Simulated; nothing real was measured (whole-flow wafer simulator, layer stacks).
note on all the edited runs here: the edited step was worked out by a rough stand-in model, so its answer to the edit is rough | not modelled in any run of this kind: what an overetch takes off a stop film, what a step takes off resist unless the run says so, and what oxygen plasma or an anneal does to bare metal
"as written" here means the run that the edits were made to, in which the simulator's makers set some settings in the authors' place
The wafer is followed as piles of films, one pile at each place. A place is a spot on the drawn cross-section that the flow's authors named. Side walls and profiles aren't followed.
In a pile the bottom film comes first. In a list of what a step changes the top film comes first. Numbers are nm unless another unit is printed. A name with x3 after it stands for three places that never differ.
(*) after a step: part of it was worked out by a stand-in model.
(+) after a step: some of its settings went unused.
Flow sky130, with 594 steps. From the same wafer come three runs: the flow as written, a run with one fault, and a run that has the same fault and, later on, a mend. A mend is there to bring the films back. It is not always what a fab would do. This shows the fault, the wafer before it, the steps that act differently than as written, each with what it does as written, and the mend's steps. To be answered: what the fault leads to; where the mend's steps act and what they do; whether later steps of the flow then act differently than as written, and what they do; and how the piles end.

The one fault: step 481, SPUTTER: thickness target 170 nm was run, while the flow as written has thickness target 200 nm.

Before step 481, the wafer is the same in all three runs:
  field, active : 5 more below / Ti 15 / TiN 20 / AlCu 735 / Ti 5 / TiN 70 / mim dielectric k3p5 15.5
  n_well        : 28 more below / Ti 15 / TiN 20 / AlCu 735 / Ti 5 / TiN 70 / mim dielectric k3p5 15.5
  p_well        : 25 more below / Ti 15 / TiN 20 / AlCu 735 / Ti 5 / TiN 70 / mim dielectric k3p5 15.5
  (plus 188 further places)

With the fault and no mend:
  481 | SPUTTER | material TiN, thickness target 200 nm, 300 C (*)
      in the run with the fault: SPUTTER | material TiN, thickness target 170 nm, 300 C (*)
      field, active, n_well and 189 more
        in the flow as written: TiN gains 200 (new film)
        in the run with the fault: TiN gains 170 (new film)
  Later steps of the flow acting differently than as written (3 more steps, not shown, differ only slightly: by at most 2% or 0.5 nm, whichever is larger):
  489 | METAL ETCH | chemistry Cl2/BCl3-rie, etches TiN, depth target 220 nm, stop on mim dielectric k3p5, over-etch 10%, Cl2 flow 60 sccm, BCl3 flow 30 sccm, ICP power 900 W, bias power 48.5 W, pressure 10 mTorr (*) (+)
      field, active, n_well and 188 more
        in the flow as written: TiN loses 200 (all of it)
        in the run with the fault: TiN loses 170 (all of it)
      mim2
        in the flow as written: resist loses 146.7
        in the run with the fault: resist loses 124.7
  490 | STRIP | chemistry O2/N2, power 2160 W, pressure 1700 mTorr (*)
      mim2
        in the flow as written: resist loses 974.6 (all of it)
        in the run with the fault: resist loses 996.6 (all of it)
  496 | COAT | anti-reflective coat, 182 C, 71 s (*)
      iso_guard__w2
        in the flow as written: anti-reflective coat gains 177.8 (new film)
        in the run with the fault: anti-reflective coat gains 158.1 (new film)
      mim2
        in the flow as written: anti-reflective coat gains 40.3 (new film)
        in the run with the fault: anti-reflective coat gains 33.8 (new film)
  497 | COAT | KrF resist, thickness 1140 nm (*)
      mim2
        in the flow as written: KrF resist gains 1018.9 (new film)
        in the run with the fault: KrF resist gains 1047.4 (new film)
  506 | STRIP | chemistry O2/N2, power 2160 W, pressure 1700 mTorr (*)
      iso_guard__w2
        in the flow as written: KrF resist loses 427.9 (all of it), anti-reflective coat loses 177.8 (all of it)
        in the run with the fault: KrF resist loses 441.1 (all of it), anti-reflective coat loses 158.1 (all of it)
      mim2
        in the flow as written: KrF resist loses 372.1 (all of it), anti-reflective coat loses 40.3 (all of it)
        in the run with the fault: KrF resist loses 400.6 (all of it), anti-reflective coat loses 33.8 (all of it)
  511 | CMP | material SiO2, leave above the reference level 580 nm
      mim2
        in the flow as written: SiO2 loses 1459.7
        in the run with the fault: SiO2 loses 1429.7
  The piles end different from the flow's at mim2 by more than 2% or 0.5 nm, whichever is larger.
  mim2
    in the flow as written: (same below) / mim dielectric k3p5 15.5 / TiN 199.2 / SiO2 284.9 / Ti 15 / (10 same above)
    in the run with the fault: (same below) / mim dielectric k3p5 15.5 / TiN 169.2 / SiO2 314.9 / Ti 15 / (10 same above)

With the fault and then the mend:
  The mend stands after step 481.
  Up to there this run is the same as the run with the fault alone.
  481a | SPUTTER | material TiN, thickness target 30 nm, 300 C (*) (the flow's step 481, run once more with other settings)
      field, active, n_well and 189 more
        TiN gains 30
  Later steps of the flow that are run all act as written at every place that is followed.
  At every place that both follow, the piles at the end match the flow's.
